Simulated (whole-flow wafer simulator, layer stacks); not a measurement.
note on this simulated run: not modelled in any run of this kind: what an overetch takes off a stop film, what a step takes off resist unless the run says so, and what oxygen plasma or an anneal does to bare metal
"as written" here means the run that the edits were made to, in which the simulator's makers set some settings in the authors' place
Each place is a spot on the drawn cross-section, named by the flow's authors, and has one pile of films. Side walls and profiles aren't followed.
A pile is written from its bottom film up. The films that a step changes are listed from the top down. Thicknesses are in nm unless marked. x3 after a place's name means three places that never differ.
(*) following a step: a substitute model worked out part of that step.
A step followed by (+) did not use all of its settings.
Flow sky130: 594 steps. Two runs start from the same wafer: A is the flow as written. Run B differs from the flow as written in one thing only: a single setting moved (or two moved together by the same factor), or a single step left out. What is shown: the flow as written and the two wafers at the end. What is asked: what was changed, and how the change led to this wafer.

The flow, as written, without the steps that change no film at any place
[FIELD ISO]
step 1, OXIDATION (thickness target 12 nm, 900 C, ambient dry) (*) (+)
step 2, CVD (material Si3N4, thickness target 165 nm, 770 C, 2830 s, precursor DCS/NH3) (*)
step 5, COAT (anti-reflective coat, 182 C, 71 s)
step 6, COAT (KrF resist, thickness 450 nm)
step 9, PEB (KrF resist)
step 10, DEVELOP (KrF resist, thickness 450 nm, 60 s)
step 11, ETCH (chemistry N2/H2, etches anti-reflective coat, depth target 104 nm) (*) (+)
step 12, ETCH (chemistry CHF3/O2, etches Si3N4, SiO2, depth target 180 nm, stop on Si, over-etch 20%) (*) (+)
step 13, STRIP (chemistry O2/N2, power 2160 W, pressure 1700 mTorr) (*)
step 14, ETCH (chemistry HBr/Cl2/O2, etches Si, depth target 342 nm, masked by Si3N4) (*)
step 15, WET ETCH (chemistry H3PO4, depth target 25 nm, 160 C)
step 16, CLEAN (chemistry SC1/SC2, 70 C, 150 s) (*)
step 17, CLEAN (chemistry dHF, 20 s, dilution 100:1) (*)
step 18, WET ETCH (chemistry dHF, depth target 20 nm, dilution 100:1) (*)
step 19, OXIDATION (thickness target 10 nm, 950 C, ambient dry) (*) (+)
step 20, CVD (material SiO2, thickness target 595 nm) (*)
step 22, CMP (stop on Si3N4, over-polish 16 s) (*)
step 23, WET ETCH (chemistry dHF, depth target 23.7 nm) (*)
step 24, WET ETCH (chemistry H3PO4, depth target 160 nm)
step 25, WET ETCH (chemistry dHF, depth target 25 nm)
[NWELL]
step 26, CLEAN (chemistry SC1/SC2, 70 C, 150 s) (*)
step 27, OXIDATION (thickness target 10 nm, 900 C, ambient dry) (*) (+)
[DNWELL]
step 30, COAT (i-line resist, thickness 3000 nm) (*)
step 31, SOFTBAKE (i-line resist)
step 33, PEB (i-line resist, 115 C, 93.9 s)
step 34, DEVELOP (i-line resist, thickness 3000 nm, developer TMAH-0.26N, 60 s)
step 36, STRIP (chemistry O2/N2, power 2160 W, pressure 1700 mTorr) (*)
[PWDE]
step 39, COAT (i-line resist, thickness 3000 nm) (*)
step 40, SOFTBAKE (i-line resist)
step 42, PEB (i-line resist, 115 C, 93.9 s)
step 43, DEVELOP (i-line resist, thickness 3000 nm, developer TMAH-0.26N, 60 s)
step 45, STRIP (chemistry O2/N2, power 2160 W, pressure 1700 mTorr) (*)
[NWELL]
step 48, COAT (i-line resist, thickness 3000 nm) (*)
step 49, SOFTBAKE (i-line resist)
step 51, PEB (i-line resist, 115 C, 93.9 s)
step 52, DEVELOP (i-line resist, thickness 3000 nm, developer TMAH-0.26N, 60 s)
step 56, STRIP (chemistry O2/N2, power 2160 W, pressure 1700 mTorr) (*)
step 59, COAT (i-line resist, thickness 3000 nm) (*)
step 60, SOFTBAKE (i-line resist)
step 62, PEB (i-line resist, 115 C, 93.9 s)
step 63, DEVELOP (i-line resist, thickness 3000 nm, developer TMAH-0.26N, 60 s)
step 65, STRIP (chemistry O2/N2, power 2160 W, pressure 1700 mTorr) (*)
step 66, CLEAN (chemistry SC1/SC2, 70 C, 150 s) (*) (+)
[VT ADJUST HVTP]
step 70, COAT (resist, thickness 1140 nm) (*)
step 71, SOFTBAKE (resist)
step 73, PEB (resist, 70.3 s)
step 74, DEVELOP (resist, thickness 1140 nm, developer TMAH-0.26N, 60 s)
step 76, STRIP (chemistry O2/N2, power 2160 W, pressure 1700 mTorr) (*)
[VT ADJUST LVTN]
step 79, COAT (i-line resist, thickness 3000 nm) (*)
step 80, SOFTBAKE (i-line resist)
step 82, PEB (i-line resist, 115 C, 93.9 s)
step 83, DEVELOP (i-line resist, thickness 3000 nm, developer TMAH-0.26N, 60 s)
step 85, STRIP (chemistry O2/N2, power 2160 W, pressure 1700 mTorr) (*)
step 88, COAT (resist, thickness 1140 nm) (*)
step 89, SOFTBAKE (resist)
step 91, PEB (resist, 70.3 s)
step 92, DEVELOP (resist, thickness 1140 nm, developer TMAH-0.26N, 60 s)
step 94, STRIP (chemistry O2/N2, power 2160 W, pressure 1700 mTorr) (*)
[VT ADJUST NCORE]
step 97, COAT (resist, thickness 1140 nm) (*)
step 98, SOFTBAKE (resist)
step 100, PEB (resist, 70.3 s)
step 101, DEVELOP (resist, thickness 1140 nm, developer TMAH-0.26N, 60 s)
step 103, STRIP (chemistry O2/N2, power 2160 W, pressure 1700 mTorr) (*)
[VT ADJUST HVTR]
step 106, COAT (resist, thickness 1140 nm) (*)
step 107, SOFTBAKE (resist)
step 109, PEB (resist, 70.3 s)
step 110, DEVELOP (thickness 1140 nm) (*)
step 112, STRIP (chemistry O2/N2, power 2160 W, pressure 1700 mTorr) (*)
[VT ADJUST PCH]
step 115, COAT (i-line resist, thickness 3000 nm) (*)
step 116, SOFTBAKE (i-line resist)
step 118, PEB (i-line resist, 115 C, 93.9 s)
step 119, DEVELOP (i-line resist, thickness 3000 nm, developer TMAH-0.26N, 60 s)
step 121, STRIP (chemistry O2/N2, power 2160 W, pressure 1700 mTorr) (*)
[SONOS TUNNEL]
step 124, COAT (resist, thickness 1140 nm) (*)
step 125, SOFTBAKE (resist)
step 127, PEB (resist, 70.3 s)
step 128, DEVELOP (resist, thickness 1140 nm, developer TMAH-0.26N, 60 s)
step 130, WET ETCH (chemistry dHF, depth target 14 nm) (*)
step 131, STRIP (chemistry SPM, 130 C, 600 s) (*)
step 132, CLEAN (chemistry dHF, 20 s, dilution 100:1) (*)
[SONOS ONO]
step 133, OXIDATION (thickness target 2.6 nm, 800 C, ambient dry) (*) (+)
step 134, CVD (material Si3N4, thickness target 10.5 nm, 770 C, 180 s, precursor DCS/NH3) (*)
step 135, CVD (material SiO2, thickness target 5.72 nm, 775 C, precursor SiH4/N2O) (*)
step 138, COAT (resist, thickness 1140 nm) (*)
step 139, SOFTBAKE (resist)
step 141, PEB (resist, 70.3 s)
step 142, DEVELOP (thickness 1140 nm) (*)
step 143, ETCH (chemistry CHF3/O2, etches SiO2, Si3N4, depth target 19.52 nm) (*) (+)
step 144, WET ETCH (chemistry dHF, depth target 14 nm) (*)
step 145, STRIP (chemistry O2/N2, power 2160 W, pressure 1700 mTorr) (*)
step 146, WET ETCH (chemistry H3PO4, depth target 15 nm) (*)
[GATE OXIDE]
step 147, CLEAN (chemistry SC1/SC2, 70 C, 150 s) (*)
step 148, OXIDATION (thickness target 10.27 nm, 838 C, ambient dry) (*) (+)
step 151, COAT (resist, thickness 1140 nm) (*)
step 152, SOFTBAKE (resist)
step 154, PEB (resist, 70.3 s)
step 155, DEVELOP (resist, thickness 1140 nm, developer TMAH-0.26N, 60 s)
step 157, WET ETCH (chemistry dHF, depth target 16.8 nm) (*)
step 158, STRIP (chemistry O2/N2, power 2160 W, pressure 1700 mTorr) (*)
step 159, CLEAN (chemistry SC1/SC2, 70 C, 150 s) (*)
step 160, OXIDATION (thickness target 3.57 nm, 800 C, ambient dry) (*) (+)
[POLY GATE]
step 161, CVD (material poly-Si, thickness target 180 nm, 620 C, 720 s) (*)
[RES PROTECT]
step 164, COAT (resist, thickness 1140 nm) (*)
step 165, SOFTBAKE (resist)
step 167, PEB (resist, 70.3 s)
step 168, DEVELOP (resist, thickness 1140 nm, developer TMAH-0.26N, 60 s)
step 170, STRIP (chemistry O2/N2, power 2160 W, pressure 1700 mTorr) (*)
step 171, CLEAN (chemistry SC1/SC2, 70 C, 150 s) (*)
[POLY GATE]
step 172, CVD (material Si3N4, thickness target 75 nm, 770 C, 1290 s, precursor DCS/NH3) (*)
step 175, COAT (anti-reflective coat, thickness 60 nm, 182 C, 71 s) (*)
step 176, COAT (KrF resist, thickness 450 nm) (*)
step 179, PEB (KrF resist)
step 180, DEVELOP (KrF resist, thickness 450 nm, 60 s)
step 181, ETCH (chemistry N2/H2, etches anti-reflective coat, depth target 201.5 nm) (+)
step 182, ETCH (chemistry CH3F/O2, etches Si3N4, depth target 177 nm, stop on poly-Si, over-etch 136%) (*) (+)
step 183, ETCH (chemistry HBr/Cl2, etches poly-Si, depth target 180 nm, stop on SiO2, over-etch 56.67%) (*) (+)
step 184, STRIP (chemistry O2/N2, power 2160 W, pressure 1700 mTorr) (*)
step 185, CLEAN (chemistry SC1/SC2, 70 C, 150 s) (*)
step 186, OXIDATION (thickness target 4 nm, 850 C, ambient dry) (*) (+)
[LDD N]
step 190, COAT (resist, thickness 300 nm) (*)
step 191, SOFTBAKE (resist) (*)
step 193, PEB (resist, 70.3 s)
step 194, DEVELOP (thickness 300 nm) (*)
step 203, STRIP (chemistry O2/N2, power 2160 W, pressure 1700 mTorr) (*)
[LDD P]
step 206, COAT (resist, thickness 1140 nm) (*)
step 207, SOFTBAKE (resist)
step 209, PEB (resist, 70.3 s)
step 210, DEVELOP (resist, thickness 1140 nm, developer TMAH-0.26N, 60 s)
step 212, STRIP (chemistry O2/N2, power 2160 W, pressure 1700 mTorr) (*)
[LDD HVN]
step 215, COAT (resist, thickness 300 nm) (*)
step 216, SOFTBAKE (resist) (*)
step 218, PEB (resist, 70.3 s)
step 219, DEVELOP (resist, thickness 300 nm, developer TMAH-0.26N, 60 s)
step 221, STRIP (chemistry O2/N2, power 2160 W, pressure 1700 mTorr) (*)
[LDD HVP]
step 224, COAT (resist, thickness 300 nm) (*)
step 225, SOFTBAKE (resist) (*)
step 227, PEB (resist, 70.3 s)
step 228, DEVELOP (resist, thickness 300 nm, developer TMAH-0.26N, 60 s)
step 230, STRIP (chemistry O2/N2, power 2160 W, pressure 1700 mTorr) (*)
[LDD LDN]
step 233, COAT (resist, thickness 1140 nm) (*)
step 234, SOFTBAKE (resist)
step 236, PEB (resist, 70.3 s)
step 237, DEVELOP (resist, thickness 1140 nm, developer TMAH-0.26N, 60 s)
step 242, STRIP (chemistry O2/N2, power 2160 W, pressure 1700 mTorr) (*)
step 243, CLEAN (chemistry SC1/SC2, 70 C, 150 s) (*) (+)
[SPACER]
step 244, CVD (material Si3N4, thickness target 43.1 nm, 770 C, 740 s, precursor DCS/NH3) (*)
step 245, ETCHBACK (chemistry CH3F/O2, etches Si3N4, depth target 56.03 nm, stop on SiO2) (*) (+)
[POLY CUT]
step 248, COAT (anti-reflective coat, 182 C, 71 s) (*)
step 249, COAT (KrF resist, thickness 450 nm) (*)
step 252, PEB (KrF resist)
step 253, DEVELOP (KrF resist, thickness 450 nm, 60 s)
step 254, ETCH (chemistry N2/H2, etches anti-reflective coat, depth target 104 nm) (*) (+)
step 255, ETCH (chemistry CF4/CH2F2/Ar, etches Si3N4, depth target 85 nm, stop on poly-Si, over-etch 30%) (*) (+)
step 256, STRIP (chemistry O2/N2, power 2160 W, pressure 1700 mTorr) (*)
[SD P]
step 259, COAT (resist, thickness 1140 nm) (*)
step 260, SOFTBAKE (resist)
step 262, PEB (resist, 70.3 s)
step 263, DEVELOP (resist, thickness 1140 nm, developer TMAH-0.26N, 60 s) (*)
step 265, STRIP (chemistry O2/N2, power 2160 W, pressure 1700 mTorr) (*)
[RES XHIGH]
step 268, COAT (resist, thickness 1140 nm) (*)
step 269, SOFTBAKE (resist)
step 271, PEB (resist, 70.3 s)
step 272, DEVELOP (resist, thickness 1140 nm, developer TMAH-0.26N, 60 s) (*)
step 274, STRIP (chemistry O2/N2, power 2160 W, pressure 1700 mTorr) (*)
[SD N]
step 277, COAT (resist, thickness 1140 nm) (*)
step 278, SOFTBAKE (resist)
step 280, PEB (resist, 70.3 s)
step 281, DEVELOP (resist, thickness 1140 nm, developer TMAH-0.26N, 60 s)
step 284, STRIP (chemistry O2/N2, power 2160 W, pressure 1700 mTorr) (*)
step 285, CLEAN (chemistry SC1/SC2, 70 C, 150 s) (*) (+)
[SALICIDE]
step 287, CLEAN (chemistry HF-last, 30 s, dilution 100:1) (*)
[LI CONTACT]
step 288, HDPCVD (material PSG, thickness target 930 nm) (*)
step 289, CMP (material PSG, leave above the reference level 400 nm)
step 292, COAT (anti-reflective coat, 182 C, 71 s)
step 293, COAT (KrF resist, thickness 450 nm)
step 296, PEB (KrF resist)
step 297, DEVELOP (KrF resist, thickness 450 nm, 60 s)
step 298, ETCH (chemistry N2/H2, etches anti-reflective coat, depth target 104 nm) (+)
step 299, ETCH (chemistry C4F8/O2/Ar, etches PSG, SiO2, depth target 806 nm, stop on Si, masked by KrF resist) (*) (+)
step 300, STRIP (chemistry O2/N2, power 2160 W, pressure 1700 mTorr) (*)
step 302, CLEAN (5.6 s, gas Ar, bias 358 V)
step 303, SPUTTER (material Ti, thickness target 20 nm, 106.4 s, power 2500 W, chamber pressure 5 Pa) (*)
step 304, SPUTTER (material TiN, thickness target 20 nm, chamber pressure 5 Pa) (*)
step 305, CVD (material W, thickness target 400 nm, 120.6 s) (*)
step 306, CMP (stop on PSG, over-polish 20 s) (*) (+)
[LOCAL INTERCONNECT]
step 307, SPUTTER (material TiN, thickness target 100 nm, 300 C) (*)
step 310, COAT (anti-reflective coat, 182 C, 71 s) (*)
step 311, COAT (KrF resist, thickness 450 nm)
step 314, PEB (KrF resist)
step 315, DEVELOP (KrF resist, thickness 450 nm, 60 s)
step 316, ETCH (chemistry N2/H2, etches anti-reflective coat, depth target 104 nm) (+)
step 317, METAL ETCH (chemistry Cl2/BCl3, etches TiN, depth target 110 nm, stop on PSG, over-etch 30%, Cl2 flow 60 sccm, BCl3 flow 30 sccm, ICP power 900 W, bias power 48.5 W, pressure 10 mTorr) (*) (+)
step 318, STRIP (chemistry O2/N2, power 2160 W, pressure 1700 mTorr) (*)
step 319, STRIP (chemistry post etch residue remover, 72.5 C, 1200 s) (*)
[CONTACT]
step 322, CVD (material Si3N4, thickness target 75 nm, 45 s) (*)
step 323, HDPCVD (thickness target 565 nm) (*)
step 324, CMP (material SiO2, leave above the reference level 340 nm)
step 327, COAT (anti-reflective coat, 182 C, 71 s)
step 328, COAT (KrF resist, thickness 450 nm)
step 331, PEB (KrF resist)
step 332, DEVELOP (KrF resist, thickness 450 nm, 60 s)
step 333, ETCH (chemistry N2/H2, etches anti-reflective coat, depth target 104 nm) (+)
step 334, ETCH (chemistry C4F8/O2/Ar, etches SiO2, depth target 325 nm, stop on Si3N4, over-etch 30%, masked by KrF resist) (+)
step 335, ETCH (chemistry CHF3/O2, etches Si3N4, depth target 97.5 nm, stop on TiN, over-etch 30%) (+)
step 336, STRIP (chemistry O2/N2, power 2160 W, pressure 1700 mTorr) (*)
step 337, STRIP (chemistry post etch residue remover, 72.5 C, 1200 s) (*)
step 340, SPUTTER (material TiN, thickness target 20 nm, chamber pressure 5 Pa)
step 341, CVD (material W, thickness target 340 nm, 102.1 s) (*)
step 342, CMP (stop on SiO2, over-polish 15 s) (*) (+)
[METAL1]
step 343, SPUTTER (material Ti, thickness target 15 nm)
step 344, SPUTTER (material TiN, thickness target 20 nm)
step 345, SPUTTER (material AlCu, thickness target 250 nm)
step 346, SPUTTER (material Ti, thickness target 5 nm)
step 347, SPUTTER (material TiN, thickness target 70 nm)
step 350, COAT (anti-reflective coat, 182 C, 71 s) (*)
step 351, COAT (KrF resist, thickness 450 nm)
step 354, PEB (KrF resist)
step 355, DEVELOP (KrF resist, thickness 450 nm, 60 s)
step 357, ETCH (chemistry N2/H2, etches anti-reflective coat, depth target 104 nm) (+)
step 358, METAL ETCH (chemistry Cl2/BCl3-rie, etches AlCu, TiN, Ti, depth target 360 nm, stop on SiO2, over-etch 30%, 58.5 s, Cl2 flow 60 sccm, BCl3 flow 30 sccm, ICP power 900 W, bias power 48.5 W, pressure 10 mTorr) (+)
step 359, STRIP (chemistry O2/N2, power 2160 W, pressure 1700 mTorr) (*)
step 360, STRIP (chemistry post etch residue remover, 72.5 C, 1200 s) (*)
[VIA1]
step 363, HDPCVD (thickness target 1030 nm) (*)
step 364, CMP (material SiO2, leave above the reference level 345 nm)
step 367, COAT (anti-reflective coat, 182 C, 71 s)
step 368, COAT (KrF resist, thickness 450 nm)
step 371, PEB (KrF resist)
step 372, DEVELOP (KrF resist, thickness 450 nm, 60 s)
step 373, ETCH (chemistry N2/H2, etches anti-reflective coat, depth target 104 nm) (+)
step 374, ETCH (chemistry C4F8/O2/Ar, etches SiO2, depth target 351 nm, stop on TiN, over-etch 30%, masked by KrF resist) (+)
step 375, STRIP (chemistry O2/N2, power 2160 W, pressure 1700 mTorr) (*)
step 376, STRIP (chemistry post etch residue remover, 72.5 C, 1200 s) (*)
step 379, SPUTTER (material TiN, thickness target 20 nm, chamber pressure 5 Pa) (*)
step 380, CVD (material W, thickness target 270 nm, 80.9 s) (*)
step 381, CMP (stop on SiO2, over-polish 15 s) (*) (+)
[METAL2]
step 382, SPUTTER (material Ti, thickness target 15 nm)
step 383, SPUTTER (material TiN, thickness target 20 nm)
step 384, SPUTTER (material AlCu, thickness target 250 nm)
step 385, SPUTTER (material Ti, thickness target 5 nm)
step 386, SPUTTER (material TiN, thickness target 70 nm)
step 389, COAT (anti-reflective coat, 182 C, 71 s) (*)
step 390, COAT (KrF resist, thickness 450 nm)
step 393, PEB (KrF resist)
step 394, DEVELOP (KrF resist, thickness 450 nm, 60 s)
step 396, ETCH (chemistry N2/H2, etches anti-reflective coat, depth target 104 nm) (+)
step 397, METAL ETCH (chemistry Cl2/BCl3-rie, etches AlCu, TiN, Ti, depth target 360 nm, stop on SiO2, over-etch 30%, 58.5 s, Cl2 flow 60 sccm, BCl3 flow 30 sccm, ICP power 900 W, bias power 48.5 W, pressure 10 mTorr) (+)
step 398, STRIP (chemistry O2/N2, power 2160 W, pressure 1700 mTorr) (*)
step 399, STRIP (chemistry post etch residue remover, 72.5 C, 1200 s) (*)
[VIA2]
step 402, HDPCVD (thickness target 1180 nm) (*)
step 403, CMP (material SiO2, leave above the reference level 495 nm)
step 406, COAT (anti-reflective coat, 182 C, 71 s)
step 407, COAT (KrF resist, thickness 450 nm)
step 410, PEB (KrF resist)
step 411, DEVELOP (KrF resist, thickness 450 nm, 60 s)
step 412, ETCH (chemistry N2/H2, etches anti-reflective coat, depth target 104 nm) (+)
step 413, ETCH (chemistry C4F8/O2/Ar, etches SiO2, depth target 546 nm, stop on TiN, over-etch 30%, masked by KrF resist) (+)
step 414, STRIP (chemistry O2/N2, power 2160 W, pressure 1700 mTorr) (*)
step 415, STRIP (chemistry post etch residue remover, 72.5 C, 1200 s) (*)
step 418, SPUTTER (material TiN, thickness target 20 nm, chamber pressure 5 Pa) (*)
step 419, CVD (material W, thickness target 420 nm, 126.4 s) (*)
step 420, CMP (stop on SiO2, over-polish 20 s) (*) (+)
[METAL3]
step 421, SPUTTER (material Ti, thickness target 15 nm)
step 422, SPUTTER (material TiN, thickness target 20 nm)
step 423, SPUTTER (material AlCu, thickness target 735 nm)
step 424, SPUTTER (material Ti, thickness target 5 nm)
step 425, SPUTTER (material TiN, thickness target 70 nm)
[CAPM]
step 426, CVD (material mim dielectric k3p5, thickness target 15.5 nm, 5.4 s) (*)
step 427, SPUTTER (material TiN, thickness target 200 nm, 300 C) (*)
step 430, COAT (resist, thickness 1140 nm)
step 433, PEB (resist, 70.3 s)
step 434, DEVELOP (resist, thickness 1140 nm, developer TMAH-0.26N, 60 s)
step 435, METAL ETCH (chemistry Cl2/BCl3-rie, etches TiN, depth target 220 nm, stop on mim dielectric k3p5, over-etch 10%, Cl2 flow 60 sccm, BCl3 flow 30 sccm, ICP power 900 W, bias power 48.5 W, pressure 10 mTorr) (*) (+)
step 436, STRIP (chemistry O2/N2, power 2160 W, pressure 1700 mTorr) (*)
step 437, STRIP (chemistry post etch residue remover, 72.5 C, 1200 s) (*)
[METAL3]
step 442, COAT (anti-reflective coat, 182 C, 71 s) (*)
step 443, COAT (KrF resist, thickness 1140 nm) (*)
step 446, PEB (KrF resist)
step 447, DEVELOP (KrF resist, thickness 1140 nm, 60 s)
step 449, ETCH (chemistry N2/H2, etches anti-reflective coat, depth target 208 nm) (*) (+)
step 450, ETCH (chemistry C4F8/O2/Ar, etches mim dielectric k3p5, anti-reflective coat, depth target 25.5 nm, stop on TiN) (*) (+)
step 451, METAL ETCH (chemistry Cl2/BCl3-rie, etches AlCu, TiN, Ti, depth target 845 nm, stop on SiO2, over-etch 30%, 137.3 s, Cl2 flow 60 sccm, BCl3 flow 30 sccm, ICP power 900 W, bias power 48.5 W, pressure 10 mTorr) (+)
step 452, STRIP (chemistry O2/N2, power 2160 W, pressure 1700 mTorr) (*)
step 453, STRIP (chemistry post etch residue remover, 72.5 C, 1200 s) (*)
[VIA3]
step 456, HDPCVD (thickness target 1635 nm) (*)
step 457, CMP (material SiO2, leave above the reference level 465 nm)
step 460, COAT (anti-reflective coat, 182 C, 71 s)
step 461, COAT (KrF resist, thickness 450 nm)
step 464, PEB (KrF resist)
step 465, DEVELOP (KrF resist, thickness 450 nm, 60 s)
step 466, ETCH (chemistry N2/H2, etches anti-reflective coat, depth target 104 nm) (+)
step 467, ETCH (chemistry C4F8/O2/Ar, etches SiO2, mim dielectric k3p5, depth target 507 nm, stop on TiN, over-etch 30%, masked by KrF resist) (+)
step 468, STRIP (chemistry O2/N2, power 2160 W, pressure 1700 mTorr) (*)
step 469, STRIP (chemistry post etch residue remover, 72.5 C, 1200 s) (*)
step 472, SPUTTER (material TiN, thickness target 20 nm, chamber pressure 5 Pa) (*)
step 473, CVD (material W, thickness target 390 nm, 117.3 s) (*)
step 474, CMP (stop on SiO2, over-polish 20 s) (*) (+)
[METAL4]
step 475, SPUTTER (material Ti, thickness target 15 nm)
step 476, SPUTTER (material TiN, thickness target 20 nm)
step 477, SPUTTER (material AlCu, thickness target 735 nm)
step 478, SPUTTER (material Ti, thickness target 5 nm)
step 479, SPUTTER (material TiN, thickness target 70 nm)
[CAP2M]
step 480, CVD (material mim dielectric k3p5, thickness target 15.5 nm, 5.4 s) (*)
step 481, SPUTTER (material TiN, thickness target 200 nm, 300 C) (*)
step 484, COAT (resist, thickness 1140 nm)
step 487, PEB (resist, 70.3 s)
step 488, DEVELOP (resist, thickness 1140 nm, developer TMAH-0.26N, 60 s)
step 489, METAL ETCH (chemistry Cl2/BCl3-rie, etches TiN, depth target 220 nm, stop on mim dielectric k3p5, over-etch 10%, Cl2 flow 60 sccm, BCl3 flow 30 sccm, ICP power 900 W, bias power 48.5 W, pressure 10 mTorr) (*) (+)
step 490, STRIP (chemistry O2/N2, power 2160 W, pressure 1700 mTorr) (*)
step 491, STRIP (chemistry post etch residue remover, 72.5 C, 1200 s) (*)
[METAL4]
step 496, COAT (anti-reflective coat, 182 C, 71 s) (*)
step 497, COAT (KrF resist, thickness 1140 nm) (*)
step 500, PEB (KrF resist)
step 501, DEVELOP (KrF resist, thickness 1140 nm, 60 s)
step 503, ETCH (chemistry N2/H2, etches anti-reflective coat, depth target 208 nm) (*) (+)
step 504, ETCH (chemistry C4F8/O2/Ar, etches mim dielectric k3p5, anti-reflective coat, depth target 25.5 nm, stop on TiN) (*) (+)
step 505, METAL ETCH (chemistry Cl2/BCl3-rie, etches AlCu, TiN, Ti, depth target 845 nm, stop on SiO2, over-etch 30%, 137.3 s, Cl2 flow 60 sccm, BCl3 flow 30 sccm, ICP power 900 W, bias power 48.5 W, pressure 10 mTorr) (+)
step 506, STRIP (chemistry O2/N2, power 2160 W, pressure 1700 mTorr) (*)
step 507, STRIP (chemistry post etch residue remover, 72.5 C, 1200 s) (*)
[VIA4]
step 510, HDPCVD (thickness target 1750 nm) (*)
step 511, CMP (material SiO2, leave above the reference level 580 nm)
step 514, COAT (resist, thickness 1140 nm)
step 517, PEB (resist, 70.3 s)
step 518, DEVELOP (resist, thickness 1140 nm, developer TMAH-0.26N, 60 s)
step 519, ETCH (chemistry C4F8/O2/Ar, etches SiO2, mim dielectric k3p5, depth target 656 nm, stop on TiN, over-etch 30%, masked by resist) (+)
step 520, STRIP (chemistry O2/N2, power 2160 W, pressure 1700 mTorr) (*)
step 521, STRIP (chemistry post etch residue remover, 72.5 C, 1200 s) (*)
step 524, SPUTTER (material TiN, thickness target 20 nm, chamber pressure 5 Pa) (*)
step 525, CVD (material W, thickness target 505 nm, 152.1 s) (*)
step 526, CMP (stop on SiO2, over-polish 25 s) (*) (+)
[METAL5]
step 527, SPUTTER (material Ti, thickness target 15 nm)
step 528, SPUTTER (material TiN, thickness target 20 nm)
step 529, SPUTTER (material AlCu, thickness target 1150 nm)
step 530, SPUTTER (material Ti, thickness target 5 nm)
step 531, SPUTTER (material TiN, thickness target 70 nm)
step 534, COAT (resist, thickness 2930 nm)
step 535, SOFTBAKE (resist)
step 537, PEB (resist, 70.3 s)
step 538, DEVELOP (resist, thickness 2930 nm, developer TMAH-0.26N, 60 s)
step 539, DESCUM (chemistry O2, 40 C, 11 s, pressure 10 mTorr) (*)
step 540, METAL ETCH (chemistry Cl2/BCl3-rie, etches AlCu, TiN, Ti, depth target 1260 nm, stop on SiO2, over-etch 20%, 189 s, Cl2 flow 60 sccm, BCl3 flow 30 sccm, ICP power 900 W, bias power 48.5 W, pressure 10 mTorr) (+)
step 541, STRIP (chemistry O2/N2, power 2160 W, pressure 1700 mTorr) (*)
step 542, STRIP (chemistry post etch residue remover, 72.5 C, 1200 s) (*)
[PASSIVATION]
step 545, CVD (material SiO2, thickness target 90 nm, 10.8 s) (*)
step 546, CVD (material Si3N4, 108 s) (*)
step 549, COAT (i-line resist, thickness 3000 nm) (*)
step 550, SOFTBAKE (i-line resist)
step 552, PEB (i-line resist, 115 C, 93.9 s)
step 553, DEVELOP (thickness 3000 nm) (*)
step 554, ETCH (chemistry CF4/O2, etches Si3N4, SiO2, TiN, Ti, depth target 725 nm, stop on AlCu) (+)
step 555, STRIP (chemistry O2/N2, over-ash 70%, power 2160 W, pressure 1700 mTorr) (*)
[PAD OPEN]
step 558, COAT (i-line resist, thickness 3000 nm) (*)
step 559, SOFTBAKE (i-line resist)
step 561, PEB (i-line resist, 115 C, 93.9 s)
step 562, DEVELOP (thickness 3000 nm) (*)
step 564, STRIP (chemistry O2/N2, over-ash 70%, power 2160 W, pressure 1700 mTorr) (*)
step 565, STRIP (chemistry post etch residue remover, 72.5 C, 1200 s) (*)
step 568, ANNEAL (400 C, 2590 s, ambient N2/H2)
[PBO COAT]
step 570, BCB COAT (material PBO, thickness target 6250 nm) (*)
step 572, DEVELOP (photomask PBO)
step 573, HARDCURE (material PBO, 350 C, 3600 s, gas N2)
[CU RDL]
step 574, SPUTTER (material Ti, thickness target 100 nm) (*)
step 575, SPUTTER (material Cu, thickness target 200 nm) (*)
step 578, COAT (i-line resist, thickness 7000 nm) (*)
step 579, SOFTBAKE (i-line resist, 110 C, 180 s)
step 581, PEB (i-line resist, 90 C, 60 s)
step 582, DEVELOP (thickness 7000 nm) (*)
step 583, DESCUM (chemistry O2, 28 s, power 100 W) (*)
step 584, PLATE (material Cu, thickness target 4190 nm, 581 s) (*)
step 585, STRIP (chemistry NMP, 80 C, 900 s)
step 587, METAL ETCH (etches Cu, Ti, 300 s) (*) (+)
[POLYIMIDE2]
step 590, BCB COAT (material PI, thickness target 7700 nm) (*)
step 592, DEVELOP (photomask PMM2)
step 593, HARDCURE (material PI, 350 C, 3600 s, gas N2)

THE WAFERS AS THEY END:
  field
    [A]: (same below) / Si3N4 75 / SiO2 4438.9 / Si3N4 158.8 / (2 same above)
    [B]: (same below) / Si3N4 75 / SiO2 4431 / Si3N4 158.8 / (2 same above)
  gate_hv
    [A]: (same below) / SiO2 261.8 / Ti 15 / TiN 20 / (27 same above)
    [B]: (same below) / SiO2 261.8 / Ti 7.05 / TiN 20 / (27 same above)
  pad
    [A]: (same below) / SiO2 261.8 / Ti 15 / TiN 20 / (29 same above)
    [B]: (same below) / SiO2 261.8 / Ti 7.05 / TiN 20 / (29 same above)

What caused this: step 343, SPUTTER: thickness target 7.05 nm was run, though the flow has thickness target 15 nm.
The wafer lets one read it off: gate_hv has Ti 7.05, and step 343 as written asks for 15 nm.

Step by step, how the change led to this:
  step 343, SPUTTER (material Ti, thickness target 15 nm)
      field, active, n_well and 188 more: A +15 Ti (new film) | B +7.05 Ti (new film)
  step 358, METAL ETCH (chemistry Cl2/BCl3-rie, etches AlCu, TiN, Ti, depth target 360 nm, stop on SiO2, over-etch 30%, 58.5 s, Cl2 flow 60 sccm, BCl3 flow 30 sccm, ICP power 900 W, bias power 48.5 W, pressure 10 mTorr) (+)
      field, active, gate and 81 more: A -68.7 TiN (all of it), -5 Ti (all of it), -250 AlCu (all of it), -20 TiN (all of it), -15 Ti (all of it), -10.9 SiO2 | B -68.7 TiN (all of it), -5 Ti (all of it), -250 AlCu (all of it), -20 TiN (all of it), -7.05 Ti (all of it), -11.7 SiO2
